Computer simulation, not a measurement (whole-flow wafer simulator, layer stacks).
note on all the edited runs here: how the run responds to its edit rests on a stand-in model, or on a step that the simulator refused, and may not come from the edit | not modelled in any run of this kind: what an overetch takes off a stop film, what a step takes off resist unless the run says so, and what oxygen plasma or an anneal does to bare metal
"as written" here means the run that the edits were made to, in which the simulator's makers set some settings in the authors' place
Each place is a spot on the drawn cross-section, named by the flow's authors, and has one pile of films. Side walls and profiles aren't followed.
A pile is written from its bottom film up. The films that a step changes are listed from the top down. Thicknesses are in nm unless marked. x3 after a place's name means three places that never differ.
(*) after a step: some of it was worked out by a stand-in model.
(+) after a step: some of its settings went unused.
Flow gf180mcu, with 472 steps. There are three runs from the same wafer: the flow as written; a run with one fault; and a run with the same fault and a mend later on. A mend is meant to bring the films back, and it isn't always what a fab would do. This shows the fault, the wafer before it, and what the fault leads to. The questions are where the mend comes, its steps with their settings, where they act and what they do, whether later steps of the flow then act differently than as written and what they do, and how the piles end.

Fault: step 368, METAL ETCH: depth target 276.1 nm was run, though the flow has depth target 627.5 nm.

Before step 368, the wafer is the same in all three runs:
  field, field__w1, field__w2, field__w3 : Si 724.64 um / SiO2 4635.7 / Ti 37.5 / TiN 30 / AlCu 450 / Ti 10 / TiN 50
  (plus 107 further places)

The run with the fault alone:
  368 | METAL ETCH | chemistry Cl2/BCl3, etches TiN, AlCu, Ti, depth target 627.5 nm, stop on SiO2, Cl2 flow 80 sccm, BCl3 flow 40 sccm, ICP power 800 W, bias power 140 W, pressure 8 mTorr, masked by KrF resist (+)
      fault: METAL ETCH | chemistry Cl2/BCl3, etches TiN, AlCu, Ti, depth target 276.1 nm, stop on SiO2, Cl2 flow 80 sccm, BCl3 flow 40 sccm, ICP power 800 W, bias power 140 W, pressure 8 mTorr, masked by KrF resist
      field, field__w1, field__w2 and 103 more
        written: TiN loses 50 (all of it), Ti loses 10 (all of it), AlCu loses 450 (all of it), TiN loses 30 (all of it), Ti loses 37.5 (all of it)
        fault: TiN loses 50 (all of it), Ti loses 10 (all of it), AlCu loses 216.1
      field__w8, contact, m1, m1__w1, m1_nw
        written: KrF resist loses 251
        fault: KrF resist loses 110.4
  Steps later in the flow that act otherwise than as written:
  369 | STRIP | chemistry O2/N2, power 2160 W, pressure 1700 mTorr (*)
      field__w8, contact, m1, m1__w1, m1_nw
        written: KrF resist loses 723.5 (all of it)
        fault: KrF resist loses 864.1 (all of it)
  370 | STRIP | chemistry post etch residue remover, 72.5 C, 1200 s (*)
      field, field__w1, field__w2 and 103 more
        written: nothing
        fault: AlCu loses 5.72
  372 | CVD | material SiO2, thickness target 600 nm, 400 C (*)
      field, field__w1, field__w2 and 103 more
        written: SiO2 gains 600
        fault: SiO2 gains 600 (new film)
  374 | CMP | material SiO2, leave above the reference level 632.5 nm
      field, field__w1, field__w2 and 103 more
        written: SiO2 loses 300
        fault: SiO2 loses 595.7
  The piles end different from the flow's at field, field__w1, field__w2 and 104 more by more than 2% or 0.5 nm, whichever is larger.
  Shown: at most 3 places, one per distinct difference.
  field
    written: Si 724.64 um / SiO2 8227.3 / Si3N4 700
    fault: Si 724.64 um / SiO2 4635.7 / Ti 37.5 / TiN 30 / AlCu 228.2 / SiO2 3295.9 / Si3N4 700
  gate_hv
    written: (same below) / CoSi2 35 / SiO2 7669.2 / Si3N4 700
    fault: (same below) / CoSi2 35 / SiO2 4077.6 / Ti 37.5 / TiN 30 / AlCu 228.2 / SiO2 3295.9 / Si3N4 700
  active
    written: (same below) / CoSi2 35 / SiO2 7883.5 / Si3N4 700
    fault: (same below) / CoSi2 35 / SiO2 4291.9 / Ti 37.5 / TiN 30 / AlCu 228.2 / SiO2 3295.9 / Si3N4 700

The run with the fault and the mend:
  After step 370 comes the mend.
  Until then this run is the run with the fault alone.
  370a | DEHYDRATE | 200 C, 60 s (the flow's step 361 again)
      does not change any film at any place that is followed
  370b | HMDS | 120 C, 60 s (the flow's step 362 again)
      does not change any film at any place that is followed
  370c | COAT | KrF resist, thickness 1000 nm (*) (the flow's step 363 again)
      iso_ptap_pw, iso_ntap_nw, iso_nw_fld and 33 more
        KrF resist gains 1000 (new film)
      field__w5, field__w9, field_sub__w4 and 18 more
        KrF resist gains 1001.8 (new film)
      field__w6, field_sub, field_sub__w1 and 11 more
        KrF resist gains 1001.9 (new film)
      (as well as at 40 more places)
  370d | SOFTBAKE | KrF resist (the flow's step 364 again)
      does not change any film at any place that is followed
  370e | EXPOSE | photomask Metal4 (the flow's step 365 again)
      does not change any film at any place that is followed
  370f | PEB | KrF resist, 135 C, 90 s (the flow's step 366 again)
      field__w1, field__w2, field__w3 and 59 more
        KrF resist loses 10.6
      iso_ptap_pw, iso_ntap_nw, iso_nw_fld and 33 more
        KrF resist loses 10.5
      sd_p, gate_p, nw_sep_fld
        KrF resist loses 10.7
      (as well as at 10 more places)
  370g | DEVELOP | thickness 1000 nm, 60 s (the flow's step 367 again)
      iso_ptap_pw, iso_ntap_nw, iso_nw_fld and 33 more
        KrF resist loses 989.5 (all of it)
      field_sub__w2, field_sub__w4, ld_gate_n and 12 more
        KrF resist loses 991.2 (all of it)
      field__w10, p_well, sti and 10 more
        KrF resist loses 991.4 (all of it)
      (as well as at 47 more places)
  370h | METAL ETCH | chemistry Cl2/BCl3, etches TiN, AlCu, Ti, depth target 351.4 nm, stop on SiO2, Cl2 flow 80 sccm, BCl3 flow 40 sccm, ICP power 800 W, bias power 140 W, pressure 8 mTorr, masked by KrF resist (+) (the flow's step 368 again, with other settings)
      field, field__w1, field__w2 and 103 more
        AlCu loses 228.2 (all of it), TiN loses 30 (all of it), Ti loses 37.5 (all of it)
      field__w8, contact, m1, m1__w1, m1_nw
        KrF resist loses 140.6
  370i | STRIP | chemistry O2/N2, power 2160 W, pressure 1700 mTorr (*) (the flow's step 369 again)
      field__w8
        KrF resist loses 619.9 (all of it)
      contact
        KrF resist loses 618.4 (all of it)
      m1
        KrF resist loses 619.8 (all of it)
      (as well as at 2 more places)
  370j | STRIP | chemistry post etch residue remover, 72.5 C, 1200 s (*) (the flow's step 370 again)
      field__w8, contact, m1, m1__w1, m1_nw
        TiN loses 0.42
  None of the later steps of the flow differs from how it acts as written, at any place that is followed, by more than 2% or 0.5 nm, whichever is larger.
  At the end the piles are close to the flow's at the places that both follow, differing by at most 2% or 0.5 nm, whichever is larger.
